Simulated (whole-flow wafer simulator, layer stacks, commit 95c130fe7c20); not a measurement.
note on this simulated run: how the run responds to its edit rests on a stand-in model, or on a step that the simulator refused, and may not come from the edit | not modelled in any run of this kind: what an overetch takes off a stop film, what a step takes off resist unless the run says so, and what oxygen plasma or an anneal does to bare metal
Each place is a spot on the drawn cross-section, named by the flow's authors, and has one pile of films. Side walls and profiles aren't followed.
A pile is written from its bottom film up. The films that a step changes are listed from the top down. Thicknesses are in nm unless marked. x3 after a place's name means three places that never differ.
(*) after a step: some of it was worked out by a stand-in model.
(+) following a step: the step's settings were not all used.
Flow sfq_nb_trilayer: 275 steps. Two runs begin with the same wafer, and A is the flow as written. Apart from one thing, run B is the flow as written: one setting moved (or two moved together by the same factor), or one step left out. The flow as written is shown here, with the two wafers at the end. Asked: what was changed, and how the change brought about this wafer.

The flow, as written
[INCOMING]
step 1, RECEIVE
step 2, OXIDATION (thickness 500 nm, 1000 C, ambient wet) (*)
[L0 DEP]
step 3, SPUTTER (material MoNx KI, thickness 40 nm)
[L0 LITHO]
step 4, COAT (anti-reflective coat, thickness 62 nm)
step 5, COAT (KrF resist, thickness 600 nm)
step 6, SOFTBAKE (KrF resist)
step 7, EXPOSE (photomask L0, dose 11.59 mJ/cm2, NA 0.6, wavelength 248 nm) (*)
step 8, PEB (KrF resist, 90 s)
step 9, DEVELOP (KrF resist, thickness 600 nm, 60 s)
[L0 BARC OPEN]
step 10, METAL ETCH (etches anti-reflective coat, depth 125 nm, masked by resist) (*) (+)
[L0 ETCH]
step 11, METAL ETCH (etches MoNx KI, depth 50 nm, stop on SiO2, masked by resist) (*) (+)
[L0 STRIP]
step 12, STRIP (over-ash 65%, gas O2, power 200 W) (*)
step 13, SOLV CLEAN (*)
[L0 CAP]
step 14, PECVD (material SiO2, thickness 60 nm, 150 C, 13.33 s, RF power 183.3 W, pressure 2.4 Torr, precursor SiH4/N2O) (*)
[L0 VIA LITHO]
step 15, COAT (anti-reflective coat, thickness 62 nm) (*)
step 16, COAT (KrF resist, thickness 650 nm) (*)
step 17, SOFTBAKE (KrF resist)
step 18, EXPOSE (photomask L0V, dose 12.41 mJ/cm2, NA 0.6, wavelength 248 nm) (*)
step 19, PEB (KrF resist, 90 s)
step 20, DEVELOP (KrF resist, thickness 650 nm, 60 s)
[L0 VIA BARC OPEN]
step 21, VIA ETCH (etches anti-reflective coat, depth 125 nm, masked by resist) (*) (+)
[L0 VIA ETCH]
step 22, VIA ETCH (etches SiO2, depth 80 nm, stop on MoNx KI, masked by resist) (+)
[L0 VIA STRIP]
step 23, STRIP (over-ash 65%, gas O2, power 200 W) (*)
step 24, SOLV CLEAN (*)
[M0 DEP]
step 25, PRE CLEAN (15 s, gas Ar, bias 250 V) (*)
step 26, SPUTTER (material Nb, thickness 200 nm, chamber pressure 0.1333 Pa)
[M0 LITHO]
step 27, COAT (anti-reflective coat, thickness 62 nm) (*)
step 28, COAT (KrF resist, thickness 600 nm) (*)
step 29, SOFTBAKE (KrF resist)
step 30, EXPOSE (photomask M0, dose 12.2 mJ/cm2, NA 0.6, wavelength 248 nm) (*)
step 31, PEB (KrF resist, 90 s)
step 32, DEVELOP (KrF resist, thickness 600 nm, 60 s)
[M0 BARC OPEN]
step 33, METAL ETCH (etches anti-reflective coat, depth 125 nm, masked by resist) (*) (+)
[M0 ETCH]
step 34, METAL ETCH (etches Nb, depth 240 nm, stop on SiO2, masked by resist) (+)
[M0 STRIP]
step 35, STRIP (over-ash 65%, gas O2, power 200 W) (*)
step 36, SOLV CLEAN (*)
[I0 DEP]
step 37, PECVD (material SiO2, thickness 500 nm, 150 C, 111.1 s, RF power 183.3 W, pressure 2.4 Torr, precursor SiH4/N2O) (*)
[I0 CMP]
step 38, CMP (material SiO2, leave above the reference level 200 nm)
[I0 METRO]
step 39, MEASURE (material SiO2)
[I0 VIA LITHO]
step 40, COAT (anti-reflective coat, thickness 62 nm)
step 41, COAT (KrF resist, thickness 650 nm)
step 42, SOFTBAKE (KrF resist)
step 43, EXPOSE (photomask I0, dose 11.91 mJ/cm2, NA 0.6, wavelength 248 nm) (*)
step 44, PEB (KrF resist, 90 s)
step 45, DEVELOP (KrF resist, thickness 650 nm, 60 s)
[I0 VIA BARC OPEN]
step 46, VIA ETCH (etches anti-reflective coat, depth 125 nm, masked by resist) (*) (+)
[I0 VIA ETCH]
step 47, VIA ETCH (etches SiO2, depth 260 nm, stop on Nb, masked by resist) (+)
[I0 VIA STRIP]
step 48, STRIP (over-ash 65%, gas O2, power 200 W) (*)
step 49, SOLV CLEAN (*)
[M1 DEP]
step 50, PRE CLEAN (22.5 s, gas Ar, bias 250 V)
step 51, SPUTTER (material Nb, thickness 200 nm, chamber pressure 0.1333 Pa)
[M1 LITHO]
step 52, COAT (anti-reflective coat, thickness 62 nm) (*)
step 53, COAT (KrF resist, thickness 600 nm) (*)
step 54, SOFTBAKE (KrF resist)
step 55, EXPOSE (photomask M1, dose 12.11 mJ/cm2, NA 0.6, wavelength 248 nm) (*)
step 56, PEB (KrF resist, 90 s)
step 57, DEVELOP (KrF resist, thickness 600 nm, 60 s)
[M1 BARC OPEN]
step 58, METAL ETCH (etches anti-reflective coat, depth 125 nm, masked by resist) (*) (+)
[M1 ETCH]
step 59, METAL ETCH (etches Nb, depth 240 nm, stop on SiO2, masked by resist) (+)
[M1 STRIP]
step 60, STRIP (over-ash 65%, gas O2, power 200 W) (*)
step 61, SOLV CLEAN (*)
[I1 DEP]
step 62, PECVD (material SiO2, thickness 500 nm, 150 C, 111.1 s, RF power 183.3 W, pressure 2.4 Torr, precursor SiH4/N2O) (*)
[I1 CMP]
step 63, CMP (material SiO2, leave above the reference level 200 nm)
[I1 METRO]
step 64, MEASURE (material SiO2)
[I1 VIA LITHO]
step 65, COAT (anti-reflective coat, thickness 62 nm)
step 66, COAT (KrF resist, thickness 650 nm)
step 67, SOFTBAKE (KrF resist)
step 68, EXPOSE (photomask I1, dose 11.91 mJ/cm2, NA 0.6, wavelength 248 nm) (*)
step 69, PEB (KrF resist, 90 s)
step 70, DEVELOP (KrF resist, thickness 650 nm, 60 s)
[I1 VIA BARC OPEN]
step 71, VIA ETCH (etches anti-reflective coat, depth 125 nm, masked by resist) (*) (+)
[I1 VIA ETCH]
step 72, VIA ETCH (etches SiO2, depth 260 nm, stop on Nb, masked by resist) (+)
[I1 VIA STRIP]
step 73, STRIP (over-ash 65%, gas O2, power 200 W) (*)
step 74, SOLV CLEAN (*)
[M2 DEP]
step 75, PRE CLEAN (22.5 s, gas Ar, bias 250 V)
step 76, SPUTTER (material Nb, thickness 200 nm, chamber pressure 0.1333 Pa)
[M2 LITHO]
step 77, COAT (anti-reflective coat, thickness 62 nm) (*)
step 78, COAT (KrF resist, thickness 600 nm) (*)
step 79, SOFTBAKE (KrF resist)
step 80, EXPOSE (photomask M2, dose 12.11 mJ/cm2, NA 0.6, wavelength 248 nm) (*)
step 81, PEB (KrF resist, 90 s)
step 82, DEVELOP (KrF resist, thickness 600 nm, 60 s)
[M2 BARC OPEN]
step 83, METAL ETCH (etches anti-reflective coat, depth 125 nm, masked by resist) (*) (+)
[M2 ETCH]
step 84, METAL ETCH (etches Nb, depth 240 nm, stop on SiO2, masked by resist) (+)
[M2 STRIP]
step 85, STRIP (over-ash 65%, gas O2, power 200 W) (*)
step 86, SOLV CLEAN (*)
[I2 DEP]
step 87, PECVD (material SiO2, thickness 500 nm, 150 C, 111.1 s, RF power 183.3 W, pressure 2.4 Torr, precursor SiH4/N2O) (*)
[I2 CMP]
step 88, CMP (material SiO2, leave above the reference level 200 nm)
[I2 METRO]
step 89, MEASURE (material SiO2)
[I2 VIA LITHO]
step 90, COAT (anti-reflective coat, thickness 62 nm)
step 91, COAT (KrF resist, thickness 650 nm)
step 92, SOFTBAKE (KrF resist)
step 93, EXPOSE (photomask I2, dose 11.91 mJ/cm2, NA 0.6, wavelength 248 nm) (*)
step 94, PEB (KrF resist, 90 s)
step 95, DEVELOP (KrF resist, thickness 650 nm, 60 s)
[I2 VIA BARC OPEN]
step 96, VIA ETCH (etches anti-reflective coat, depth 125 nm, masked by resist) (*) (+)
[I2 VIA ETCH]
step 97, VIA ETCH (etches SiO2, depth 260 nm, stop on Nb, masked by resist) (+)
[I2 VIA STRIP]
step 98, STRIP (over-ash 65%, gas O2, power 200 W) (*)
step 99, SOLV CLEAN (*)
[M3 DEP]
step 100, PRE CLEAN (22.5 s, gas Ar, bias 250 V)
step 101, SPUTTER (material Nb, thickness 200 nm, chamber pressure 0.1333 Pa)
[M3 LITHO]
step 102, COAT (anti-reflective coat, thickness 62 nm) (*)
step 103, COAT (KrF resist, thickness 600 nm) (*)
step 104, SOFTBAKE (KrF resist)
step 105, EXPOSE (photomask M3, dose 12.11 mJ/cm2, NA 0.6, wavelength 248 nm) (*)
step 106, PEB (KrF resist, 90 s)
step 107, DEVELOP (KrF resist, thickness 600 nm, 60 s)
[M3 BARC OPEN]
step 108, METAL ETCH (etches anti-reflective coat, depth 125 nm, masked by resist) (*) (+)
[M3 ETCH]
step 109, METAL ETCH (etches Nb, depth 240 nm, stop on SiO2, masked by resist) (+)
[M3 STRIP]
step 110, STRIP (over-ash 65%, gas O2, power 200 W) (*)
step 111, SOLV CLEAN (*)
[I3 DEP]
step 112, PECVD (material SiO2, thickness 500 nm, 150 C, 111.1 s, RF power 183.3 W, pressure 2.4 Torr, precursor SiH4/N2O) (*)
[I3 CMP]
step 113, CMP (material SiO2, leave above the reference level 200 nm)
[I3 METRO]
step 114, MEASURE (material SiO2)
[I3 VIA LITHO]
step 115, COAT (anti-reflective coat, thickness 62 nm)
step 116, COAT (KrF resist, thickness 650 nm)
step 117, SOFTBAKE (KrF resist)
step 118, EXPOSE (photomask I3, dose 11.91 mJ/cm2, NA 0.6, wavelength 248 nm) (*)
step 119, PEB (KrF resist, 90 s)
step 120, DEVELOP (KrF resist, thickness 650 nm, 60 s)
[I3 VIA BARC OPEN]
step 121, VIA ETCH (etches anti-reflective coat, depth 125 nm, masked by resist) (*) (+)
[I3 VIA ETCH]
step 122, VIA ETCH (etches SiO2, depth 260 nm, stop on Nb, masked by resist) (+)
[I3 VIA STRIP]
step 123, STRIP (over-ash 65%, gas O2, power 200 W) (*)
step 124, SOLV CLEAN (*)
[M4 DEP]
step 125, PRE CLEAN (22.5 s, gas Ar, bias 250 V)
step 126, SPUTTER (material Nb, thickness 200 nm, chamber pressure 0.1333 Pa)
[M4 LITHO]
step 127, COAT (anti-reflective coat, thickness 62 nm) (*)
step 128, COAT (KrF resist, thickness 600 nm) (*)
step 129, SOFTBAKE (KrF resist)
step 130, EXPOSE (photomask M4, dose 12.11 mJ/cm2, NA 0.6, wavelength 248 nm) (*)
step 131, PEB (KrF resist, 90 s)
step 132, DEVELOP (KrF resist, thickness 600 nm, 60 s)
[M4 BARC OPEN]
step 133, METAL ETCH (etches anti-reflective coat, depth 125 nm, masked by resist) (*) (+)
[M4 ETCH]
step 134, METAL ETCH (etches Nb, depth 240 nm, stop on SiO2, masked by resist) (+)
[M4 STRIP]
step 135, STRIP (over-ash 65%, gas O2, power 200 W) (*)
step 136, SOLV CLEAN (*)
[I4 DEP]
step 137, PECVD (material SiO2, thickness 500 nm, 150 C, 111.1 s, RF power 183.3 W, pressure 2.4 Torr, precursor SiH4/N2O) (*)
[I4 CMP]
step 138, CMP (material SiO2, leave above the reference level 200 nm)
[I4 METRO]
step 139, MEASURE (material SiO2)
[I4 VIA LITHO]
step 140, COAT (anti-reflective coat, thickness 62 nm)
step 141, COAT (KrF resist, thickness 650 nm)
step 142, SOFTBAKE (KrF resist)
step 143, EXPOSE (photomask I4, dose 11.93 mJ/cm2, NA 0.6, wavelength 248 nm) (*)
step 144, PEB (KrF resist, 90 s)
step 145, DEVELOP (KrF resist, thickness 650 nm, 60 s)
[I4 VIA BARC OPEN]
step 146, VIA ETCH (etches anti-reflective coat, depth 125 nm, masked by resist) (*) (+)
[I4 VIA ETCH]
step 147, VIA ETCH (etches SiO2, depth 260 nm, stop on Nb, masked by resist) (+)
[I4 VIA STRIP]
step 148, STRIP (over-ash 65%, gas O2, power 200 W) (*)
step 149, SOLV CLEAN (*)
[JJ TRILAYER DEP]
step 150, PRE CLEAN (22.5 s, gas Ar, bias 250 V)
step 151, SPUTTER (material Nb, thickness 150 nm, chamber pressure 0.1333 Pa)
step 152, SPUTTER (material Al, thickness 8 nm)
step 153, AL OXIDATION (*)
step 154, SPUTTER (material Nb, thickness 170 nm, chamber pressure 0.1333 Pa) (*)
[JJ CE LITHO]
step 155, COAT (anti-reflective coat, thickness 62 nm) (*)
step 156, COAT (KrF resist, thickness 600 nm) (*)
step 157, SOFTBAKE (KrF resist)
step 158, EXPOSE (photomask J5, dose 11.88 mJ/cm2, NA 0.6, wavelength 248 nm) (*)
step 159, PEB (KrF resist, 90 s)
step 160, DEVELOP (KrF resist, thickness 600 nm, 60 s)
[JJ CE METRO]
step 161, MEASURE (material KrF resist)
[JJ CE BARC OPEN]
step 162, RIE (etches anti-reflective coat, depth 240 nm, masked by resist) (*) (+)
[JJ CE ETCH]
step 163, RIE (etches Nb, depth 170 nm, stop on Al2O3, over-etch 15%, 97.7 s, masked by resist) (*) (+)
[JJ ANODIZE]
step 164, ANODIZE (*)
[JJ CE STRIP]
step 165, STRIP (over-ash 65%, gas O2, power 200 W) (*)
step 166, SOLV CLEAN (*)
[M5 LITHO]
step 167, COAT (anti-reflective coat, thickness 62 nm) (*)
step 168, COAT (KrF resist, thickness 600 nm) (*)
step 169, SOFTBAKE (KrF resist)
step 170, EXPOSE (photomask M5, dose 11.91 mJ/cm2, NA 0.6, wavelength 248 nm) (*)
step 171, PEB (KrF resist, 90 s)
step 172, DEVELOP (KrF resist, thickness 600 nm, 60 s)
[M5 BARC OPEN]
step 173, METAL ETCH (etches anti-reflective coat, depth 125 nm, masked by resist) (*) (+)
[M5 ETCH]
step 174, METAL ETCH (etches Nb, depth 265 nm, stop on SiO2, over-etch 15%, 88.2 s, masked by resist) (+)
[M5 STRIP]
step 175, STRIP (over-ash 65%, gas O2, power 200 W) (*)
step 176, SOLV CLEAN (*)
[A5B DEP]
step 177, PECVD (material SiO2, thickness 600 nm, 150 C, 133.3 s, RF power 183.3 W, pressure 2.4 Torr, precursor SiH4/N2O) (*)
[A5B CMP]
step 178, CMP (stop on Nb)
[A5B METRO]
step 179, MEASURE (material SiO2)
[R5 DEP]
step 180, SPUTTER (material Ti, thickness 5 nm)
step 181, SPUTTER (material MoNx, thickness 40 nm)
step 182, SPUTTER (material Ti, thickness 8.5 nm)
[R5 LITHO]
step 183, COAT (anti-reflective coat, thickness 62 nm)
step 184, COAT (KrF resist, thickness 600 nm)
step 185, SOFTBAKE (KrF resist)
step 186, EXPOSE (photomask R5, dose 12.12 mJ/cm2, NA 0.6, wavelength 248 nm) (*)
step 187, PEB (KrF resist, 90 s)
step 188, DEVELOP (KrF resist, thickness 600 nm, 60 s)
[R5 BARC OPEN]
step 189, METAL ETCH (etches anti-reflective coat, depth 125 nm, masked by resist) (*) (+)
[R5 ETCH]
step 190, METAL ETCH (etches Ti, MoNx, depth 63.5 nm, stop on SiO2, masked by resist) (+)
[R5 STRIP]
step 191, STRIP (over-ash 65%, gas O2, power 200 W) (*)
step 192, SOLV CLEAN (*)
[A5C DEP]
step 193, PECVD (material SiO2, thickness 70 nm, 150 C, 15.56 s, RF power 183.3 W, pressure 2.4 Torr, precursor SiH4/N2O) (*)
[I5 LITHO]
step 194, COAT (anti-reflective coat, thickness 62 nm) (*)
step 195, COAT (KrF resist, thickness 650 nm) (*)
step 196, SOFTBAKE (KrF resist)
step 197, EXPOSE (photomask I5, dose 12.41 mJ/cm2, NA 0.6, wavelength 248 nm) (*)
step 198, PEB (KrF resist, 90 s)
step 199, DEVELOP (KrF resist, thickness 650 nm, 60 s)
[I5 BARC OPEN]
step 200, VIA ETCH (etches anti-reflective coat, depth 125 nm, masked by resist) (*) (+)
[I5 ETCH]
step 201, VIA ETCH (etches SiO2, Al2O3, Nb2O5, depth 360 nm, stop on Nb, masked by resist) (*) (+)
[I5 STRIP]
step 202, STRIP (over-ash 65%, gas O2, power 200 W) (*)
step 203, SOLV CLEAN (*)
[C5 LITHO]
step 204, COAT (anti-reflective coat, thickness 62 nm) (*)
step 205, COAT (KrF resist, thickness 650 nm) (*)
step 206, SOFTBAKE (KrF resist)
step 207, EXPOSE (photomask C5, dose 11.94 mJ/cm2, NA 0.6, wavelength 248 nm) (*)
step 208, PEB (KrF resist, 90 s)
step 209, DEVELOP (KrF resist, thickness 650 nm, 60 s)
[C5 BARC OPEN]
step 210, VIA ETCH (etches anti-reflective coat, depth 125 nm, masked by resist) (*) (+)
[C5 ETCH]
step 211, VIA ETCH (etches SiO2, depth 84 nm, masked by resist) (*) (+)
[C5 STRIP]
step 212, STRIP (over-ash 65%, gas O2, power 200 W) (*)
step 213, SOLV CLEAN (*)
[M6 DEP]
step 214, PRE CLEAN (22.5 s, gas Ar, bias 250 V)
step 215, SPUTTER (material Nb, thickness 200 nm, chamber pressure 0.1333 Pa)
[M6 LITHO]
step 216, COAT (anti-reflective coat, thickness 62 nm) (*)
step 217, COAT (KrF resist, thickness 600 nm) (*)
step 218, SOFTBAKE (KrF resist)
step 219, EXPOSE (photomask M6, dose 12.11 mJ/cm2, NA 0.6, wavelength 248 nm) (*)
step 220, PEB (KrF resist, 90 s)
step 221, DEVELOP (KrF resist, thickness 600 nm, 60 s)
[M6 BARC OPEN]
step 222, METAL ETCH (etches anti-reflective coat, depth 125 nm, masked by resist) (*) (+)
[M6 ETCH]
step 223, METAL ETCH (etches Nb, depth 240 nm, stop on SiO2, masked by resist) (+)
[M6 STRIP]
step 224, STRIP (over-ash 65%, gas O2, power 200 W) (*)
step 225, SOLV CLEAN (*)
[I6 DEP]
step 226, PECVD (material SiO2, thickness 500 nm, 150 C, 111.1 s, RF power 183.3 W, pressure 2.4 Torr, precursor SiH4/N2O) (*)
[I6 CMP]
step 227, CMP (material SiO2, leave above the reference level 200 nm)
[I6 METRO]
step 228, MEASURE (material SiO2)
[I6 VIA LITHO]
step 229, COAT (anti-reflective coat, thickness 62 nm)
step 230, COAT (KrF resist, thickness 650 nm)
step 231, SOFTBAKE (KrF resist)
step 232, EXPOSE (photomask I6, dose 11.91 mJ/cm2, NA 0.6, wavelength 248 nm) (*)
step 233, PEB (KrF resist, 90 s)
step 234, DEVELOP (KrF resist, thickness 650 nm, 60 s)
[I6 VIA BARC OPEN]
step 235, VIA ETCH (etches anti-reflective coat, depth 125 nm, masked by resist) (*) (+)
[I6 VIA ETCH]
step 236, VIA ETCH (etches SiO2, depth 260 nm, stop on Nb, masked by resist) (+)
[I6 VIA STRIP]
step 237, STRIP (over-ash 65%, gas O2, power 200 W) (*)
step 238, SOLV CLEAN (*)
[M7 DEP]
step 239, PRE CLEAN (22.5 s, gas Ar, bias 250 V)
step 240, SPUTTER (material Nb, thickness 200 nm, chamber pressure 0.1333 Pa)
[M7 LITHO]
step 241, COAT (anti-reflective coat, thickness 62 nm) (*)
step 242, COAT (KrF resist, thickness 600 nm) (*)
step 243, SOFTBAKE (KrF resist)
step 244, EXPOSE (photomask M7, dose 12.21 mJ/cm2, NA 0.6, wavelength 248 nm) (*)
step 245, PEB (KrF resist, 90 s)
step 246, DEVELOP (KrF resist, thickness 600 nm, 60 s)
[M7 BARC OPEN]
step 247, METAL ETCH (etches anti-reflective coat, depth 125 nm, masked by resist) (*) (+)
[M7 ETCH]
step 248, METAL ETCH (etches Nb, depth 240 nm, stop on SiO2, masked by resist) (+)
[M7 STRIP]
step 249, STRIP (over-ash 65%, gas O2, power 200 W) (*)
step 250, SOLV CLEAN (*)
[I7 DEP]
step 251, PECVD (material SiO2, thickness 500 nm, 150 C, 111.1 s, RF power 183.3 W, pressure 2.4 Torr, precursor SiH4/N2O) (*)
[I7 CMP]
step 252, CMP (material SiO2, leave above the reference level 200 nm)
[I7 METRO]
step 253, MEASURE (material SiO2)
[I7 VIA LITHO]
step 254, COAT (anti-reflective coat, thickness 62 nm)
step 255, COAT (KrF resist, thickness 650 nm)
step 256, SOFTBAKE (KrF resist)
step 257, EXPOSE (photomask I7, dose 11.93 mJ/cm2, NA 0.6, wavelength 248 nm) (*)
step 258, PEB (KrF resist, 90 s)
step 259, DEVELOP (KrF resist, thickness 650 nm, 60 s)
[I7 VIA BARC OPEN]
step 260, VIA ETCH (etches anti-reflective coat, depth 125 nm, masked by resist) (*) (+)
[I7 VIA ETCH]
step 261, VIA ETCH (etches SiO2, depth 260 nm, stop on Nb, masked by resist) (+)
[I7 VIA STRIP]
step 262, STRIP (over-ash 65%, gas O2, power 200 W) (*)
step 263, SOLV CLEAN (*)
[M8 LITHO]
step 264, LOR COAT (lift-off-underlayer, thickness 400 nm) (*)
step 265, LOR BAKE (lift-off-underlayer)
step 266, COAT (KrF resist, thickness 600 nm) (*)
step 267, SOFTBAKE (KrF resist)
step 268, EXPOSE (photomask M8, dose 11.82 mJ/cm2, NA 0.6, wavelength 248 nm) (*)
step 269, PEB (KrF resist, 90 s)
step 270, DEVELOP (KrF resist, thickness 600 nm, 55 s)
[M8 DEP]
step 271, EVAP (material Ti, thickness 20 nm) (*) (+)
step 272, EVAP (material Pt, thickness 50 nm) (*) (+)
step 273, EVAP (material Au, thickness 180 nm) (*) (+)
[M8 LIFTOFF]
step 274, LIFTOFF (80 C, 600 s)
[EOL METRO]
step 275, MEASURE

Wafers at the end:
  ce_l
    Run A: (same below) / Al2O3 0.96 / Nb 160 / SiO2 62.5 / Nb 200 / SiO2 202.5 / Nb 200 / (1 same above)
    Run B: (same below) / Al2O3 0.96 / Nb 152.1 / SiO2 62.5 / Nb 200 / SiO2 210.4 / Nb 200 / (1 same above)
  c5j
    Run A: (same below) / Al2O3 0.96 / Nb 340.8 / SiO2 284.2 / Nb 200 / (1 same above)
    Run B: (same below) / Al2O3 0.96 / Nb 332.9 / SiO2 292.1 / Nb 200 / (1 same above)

Cause: step 190, METAL ETCH: depth 71.4 nm was run, whereas the flow has depth 63.5 nm.

Step by step, how the change led to this:
  step 190, METAL ETCH (etches Ti, MoNx, depth 63.5 nm, stop on SiO2, masked by resist) (+)
      be_r, r_sur, res, r_end, r5r_line_l, r5r_line_c, r5r_line_r: A KrF resist loses 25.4 | B KrF resist loses 28.6
      ce_l, c5j, ce_r, wl_jj: A Ti loses 8.5 (all of it), MoNx loses 40 (all of it), Ti loses 5 (all of it), Nb loses 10 | B Ti loses 8.5 (all of it), MoNx loses 40 (all of it), Ti loses 5 (all of it), Nb loses 17.9
  step 194, COAT (anti-reflective coat, thickness 62 nm) (*)
      wl_j_sl, wl_j_sr: A anti-reflective coat gains 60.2 (new film) | B anti-reflective coat gains 58.8 (new film)
      jj_sur: A anti-reflective coat gains 60.8 (new film) | B anti-reflective coat gains 59.4 (new film)
      (as well as at 5 more places)
  step 202, STRIP (over-ash 65%, gas O2, power 200 W) (*)
      wl_j_sl, wl_j_sr: A KrF resist loses 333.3 (all of it), anti-reflective coat loses 60.2 (all of it) | B KrF resist loses 333.4 (all of it), anti-reflective coat loses 58.8 (all of it)
      jj_sur: A KrF resist loses 337.2 (all of it), anti-reflective coat loses 60.8 (all of it) | B KrF resist loses 337.4 (all of it), anti-reflective coat loses 59.4 (all of it)
      (as well as at 5 more places)
  step 204, COAT (anti-reflective coat, thickness 62 nm) (*)
      wl_j_sl, wl_j_sr: A anti-reflective coat gains 60.2 (new film) | B anti-reflective coat gains 58.8 (new film)
      jj_sur: A anti-reflective coat gains 59.5 (new film) | B anti-reflective coat gains 58.1 (new film)
      (as well as at 5 more places)
  step 210, VIA ETCH (etches anti-reflective coat, depth 125 nm, masked by resist) (*) (+)
      c5j: A anti-reflective coat loses 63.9 (all of it), SiO2 loses 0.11 | B anti-reflective coat loses 66.1 (all of it), SiO2 loses 0.1
  step 212, STRIP (over-ash 65%, gas O2, power 200 W) (*)
      wl_j_sl, wl_j_sr: A KrF resist loses 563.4 (all of it), anti-reflective coat loses 60.2 (all of it) | B KrF resist loses 563.5 (all of it), anti-reflective coat loses 58.8 (all of it)
      jj_sur: A KrF resist loses 562 (all of it), anti-reflective coat loses 59.5 (all of it) | B KrF resist loses 562.1 (all of it), anti-reflective coat loses 58.1 (all of it)
      (as well as at 4 more places)
  step 216, COAT (anti-reflective coat, thickness 62 nm) (*)
      wl_j_sl, wl_j_sr: A anti-reflective coat gains 60.2 (new film) | B anti-reflective coat gains 58.8 (new film)
      jj_sur: A anti-reflective coat gains 56.1 (new film) | B anti-reflective coat gains 54.5 (new film)
      (as well as at 5 more places)
  step 224, STRIP (over-ash 65%, gas O2, power 200 W) (*)
      wl_j_sl, wl_j_sr: A KrF resist loses 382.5 (all of it), anti-reflective coat loses 60.2 (all of it) | B KrF resist loses 382.6 (all of it), anti-reflective coat loses 58.8 (all of it)
      jj_sur: A KrF resist loses 378.5 (all of it), anti-reflective coat loses 56.1 (all of it) | B KrF resist loses 378.8 (all of it), anti-reflective coat loses 54.5 (all of it)
      (as well as at 5 more places)
  step 227, CMP (material SiO2, leave above the reference level 200 nm)
      ce_l, ce_r, wl_jj: A SiO2 loses 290 | B SiO2 loses 282.1
      c5j: A SiO2 loses 223 | B SiO2 loses 215.1
